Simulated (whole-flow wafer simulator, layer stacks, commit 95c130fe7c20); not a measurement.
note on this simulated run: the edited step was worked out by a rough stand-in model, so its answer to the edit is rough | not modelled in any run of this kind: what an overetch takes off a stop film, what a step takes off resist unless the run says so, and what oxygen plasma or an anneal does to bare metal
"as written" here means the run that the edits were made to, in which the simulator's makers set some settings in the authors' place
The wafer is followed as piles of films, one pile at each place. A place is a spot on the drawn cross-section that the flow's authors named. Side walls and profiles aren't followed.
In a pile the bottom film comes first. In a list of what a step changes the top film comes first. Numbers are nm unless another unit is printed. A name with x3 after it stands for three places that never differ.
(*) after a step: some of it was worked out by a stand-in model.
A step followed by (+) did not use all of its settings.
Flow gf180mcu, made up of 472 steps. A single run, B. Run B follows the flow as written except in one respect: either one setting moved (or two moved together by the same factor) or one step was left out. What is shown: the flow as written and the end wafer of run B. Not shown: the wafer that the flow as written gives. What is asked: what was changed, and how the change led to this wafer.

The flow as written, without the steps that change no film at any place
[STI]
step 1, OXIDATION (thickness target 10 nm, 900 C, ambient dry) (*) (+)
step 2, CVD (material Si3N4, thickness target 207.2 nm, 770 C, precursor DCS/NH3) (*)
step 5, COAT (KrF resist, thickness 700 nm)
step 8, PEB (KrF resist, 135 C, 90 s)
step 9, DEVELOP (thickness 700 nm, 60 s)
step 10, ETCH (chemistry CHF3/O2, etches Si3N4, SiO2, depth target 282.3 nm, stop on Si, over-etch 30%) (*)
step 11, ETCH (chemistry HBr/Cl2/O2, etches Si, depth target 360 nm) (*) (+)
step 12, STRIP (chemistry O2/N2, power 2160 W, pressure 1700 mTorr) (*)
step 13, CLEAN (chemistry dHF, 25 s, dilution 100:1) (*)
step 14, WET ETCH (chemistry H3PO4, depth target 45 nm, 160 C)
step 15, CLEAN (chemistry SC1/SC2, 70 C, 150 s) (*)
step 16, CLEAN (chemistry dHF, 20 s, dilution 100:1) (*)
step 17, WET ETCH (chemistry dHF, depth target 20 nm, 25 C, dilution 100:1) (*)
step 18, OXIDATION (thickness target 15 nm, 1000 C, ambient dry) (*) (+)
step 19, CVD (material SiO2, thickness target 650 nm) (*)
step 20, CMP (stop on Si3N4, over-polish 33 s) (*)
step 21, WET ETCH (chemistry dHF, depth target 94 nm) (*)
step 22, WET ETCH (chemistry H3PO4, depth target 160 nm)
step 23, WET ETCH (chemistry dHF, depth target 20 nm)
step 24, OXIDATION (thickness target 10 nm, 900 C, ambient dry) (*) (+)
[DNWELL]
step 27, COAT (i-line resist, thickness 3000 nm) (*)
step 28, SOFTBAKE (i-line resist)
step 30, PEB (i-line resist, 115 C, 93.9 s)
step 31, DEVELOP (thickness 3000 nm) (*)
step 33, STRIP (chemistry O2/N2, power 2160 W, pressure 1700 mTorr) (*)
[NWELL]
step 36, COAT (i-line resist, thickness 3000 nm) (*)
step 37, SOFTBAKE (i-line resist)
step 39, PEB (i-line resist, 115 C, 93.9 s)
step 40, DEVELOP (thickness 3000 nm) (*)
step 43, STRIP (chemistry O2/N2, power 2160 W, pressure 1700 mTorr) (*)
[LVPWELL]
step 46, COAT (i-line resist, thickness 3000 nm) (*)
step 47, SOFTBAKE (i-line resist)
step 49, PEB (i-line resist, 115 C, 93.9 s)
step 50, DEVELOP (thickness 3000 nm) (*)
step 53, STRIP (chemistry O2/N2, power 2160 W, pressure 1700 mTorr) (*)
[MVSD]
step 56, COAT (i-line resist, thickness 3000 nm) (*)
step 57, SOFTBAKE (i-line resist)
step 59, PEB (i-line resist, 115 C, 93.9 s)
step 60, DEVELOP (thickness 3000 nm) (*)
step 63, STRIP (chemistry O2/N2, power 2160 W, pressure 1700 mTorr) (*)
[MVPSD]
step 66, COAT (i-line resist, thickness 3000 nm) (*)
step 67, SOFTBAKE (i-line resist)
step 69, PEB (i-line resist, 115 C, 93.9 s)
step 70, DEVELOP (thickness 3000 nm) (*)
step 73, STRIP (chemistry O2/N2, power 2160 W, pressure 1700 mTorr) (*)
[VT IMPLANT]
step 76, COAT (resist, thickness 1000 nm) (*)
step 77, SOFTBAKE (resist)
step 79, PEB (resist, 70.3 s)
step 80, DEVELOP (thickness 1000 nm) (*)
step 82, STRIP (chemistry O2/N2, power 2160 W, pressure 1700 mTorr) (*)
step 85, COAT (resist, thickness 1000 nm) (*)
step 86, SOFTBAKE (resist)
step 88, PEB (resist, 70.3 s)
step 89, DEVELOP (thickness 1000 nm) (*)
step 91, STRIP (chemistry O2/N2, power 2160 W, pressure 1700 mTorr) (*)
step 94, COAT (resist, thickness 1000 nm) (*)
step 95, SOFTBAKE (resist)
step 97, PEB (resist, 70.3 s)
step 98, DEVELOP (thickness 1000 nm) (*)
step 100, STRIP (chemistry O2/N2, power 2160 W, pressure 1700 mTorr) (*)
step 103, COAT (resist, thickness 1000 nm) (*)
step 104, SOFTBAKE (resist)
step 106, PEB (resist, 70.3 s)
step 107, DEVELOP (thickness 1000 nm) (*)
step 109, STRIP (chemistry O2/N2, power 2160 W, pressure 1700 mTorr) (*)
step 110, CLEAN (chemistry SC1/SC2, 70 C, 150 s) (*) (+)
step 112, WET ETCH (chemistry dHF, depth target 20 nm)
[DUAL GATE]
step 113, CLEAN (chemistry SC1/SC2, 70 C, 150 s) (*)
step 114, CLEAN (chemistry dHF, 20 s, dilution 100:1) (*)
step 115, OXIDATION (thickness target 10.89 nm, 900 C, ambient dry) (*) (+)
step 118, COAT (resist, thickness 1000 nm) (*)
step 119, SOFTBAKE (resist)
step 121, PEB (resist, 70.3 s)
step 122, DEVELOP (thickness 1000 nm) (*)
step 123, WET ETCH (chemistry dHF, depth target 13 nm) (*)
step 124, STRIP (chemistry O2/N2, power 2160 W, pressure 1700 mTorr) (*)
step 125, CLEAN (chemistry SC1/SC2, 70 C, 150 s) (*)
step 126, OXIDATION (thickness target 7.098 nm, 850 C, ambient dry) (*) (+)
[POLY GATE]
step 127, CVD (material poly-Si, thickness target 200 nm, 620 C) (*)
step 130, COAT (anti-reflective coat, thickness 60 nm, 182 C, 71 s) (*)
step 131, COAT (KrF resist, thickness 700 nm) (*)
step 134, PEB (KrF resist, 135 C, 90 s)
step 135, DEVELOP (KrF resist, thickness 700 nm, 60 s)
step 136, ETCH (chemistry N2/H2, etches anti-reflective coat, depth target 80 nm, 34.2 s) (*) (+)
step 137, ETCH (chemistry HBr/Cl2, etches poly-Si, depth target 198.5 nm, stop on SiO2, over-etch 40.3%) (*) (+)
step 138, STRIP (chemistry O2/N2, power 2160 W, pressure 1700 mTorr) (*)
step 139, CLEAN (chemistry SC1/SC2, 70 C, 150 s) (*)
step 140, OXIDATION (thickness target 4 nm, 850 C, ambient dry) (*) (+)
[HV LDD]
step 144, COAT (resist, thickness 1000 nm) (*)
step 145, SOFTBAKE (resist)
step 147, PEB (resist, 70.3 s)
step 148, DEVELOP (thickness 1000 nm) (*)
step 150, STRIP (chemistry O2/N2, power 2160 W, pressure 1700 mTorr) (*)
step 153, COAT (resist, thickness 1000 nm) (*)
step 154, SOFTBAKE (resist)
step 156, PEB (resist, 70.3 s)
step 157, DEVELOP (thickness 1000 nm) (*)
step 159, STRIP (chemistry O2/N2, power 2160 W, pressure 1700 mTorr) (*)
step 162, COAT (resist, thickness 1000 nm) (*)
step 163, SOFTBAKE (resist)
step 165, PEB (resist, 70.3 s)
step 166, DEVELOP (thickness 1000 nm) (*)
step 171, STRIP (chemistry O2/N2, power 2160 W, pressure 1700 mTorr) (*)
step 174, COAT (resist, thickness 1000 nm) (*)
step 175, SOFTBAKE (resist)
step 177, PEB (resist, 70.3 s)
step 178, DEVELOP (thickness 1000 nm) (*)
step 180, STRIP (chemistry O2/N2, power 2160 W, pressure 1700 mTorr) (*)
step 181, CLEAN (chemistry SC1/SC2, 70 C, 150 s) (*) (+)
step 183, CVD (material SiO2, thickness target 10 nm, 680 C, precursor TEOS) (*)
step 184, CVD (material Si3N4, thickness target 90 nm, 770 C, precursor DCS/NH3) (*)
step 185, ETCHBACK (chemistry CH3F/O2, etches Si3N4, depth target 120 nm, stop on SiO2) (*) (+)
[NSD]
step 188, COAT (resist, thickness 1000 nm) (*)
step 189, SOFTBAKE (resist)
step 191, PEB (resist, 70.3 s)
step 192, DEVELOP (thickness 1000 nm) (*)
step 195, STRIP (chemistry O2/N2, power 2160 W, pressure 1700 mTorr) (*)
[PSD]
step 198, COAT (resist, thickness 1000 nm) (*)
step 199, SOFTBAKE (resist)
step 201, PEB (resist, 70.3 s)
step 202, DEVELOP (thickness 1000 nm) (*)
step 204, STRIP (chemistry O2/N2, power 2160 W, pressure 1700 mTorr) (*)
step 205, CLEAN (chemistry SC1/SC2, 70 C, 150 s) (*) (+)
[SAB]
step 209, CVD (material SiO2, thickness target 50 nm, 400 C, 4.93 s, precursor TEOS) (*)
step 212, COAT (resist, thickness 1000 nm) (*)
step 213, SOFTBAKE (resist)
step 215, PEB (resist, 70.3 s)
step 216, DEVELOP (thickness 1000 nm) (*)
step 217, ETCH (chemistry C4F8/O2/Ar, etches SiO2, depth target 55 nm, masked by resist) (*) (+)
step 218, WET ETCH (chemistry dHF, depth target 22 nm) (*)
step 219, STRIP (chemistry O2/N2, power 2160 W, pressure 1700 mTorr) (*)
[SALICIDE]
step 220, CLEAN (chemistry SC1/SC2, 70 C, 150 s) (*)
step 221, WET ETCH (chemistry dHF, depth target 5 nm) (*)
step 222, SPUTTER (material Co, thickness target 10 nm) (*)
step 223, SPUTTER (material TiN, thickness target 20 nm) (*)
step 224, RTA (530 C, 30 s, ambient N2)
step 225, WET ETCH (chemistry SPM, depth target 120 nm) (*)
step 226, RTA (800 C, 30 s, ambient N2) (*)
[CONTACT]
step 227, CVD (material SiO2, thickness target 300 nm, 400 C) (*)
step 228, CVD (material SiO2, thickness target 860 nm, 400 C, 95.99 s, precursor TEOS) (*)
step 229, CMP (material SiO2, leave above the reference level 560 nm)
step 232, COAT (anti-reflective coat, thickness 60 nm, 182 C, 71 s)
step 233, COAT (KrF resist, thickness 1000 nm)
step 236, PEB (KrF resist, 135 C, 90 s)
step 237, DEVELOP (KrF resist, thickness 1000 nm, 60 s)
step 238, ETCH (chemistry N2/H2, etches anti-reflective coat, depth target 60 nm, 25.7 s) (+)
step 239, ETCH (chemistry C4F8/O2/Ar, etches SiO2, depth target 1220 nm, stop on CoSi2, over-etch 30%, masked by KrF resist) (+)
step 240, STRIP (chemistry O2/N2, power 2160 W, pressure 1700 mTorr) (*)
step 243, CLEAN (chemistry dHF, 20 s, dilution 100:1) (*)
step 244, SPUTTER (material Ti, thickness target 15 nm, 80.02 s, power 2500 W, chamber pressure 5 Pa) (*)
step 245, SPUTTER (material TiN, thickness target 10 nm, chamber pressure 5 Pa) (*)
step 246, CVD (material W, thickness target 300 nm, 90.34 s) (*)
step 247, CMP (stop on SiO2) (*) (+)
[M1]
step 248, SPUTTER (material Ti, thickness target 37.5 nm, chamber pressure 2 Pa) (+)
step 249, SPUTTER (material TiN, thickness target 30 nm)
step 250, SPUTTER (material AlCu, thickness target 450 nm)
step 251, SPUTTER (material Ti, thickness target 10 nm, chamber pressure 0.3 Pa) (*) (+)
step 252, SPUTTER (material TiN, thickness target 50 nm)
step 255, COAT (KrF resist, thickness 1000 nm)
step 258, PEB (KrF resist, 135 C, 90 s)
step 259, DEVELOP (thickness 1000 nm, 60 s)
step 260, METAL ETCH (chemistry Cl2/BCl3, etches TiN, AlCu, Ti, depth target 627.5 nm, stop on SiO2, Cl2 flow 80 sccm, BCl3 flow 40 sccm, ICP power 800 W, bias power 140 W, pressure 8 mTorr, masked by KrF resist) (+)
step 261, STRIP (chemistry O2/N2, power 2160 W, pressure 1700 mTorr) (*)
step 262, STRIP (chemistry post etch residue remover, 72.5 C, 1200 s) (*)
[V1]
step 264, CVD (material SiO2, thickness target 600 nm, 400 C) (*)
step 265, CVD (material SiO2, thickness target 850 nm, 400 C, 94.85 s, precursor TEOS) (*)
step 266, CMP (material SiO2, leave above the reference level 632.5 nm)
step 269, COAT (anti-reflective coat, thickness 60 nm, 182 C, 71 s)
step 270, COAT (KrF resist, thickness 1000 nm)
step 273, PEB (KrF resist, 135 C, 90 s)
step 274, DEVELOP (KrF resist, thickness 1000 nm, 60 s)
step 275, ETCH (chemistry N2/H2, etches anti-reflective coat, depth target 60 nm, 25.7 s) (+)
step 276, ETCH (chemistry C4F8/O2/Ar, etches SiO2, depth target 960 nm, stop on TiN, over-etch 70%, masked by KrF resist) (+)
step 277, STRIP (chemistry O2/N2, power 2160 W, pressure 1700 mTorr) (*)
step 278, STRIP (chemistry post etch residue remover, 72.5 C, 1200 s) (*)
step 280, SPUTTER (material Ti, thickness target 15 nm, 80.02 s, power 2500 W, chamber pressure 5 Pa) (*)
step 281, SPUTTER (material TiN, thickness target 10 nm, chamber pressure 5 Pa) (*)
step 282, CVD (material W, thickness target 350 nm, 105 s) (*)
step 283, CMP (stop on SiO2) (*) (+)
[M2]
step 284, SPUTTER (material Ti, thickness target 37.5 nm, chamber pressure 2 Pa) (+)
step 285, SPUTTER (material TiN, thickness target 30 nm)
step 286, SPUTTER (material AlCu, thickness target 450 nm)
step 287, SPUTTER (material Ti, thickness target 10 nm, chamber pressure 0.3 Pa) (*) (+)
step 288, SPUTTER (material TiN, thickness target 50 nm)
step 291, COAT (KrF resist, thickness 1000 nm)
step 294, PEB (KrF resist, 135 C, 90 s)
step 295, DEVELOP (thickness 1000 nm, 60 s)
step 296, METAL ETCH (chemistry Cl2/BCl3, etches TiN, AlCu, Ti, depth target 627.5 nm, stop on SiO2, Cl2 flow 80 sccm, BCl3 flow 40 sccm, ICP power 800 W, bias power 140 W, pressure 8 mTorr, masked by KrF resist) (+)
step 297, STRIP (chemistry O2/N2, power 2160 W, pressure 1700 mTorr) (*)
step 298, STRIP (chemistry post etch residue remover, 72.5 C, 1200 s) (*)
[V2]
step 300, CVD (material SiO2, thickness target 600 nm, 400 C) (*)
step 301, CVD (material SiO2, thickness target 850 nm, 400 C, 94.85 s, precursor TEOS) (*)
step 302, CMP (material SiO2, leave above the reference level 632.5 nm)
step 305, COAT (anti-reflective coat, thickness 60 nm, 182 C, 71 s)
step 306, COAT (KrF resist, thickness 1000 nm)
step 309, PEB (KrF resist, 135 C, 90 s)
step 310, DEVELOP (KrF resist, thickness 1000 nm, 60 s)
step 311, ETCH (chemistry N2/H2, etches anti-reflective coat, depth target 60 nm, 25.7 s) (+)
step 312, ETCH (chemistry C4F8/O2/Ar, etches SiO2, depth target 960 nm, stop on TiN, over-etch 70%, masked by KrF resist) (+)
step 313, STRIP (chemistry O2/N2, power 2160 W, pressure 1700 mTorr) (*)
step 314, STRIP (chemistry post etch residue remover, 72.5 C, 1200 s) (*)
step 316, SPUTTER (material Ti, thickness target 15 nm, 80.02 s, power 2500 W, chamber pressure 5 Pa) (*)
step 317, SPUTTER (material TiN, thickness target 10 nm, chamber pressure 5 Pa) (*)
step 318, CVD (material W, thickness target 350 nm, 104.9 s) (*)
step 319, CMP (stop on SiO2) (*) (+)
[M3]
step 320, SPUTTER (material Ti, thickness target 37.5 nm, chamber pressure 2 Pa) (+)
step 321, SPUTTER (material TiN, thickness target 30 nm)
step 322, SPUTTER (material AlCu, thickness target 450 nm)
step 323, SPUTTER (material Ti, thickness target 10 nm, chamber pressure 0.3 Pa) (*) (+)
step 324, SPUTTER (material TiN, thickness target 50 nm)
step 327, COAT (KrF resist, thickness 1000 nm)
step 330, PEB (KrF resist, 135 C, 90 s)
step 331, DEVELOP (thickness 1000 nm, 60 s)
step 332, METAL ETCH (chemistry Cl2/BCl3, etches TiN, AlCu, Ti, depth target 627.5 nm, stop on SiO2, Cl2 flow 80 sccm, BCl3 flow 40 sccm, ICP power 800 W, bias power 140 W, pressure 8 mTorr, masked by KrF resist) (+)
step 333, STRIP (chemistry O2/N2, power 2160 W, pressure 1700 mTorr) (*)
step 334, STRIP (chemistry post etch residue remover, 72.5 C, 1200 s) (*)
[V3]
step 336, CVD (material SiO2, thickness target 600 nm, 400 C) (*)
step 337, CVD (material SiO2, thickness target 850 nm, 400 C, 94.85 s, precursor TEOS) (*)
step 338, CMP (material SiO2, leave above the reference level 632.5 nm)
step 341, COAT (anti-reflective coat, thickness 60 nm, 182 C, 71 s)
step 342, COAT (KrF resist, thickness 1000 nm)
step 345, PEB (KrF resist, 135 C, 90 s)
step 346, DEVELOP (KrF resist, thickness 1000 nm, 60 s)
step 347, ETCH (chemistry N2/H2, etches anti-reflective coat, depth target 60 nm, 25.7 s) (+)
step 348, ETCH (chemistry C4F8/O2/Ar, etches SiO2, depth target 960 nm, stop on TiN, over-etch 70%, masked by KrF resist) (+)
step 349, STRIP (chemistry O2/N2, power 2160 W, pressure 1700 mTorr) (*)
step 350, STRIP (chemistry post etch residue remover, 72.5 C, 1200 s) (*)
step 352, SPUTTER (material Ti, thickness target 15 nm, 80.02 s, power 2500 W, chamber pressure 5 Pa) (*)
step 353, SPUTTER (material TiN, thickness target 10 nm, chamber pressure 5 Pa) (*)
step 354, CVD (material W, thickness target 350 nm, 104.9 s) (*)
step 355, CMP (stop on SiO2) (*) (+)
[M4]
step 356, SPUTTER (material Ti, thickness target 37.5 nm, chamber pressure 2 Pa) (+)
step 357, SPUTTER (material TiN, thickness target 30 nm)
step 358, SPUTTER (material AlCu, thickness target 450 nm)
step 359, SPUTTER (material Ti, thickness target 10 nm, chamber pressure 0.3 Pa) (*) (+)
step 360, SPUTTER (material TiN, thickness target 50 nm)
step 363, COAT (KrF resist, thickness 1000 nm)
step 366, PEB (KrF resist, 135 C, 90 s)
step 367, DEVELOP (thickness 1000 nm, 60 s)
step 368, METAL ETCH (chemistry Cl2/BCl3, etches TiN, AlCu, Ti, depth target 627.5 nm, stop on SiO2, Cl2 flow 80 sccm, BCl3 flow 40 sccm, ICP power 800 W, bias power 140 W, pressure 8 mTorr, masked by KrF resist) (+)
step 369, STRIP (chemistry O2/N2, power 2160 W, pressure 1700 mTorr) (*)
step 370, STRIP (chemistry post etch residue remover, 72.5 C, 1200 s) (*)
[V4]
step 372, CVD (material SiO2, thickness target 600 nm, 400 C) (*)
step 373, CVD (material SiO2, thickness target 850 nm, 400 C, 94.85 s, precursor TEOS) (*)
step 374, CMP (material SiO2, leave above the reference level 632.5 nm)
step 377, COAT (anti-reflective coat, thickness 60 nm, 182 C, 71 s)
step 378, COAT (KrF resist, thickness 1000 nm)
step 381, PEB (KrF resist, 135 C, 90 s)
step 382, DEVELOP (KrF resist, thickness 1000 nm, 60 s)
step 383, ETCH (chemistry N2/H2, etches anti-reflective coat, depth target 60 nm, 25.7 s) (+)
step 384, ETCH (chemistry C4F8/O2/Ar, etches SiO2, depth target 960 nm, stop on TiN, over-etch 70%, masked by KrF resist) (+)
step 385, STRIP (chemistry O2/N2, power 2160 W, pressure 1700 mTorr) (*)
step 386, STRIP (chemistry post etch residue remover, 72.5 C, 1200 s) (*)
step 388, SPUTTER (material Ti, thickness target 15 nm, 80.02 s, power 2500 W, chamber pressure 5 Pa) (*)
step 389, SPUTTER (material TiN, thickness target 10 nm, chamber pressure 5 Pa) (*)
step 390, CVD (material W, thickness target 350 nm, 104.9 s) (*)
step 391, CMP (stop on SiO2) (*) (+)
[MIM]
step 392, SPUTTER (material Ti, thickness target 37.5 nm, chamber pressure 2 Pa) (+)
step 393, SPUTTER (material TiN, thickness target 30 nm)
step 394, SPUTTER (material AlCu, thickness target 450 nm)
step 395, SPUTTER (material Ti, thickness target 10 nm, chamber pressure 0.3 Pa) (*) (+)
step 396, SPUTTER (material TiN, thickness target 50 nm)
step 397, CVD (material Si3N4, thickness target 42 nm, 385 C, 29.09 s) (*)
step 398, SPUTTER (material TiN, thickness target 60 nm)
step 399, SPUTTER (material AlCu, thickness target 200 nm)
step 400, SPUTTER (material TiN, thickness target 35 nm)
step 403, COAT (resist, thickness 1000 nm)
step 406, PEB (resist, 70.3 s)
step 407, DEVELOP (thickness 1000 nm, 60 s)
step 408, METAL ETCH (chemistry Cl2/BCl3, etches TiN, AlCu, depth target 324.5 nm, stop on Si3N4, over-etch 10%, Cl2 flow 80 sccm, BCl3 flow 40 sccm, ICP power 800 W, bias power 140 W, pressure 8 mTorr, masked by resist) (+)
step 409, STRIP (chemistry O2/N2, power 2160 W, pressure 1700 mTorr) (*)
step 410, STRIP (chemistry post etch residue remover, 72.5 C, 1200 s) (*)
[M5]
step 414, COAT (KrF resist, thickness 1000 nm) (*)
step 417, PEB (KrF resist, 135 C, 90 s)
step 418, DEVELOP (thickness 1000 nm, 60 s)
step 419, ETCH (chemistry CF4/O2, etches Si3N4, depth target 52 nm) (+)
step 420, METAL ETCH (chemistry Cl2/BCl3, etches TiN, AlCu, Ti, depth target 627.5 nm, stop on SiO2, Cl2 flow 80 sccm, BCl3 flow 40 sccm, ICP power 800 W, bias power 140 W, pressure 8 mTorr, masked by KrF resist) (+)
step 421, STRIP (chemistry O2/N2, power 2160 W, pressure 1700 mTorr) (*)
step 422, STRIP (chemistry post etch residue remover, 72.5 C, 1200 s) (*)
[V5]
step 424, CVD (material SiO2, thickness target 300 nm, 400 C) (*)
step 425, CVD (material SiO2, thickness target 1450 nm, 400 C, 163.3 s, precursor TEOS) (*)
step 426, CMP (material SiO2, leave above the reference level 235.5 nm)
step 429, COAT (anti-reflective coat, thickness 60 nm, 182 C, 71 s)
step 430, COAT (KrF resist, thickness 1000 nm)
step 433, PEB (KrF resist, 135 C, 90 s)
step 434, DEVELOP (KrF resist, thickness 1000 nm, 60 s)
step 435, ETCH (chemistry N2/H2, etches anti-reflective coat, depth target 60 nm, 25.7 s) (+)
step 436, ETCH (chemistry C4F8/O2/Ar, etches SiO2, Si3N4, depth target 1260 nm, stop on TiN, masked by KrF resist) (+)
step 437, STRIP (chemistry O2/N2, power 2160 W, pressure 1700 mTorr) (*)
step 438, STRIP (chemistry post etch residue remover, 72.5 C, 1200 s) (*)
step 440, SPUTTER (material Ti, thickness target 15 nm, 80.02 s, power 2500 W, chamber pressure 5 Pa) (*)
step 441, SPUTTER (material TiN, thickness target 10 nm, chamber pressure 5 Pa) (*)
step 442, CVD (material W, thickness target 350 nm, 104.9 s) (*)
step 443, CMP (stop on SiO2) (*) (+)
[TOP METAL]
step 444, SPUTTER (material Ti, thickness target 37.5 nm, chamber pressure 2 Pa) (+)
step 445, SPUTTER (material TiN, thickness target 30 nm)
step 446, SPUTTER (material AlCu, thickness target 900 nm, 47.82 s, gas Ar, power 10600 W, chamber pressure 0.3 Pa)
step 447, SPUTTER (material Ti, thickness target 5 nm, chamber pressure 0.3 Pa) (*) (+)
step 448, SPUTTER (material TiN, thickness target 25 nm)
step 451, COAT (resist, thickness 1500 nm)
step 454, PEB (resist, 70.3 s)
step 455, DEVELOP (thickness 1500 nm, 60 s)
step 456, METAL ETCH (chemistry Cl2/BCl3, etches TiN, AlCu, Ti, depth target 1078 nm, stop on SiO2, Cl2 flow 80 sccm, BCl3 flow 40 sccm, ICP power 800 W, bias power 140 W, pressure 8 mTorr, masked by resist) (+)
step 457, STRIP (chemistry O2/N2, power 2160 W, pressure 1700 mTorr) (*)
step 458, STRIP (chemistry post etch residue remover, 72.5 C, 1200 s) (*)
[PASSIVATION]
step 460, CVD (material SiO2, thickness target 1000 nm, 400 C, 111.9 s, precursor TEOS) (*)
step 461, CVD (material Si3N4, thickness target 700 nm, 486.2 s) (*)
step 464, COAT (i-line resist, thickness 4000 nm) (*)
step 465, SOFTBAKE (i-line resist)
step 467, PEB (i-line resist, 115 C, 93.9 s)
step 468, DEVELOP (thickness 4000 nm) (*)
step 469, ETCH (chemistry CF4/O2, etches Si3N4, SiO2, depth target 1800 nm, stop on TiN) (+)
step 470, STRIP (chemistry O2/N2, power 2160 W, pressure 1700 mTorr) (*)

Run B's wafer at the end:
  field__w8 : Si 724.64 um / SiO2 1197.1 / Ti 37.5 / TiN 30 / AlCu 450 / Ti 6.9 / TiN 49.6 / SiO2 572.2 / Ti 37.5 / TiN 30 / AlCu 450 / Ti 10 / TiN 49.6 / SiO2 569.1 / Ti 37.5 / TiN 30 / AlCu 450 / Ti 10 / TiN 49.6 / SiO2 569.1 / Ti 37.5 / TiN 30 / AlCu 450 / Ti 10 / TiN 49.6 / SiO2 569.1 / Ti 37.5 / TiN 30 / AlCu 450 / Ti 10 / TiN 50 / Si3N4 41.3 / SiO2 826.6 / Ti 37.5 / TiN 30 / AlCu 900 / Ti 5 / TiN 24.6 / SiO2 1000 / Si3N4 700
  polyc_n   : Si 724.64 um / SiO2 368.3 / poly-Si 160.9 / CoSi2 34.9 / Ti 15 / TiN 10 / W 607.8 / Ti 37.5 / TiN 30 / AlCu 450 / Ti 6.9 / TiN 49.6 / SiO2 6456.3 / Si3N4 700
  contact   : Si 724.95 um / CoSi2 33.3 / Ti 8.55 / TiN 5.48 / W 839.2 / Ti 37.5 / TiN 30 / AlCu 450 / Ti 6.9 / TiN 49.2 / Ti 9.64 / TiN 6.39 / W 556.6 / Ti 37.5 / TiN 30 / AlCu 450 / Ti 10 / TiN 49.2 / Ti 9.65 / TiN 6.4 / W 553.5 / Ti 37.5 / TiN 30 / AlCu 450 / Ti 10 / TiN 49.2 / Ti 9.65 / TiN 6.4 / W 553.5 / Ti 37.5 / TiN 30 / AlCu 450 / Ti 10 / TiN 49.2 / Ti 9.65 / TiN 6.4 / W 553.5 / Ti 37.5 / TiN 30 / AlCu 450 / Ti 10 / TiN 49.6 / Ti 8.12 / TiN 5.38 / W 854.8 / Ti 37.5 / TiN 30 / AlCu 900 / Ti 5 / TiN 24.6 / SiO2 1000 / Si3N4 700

Cause: step 251, SPUTTER: thickness target 6.9 nm was run, whereas the flow has thickness target 10 nm.
The wafer lets one read it off: field__w8 has Ti 6.9, and step 251 as written asks for 10 nm.

The path from the change to this, step by step:
  step 251, SPUTTER (material Ti, thickness target 10 nm, chamber pressure 0.3 Pa) (*) (+)
      field, field__w1, field__w2 and 108 more: +6.9 Ti (new film) (it would be, as written: +10 Ti (new film))
  step 260, METAL ETCH (chemistry Cl2/BCl3, etches TiN, AlCu, Ti, depth target 627.5 nm, stop on SiO2, Cl2 flow 80 sccm, BCl3 flow 40 sccm, ICP power 800 W, bias power 140 W, pressure 8 mTorr, masked by KrF resist) (+)
      field, field__w1, field__w2 and 99 more: -50 TiN (all of it), -6.9 Ti (all of it), -450 AlCu (all of it), -30 TiN (all of it), -37.5 Ti (all of it) (it would be, as written: -50 TiN (all of it), -10 Ti (all of it), -450 AlCu (all of it), -30 TiN (all of it), -37.5 Ti (all of it))
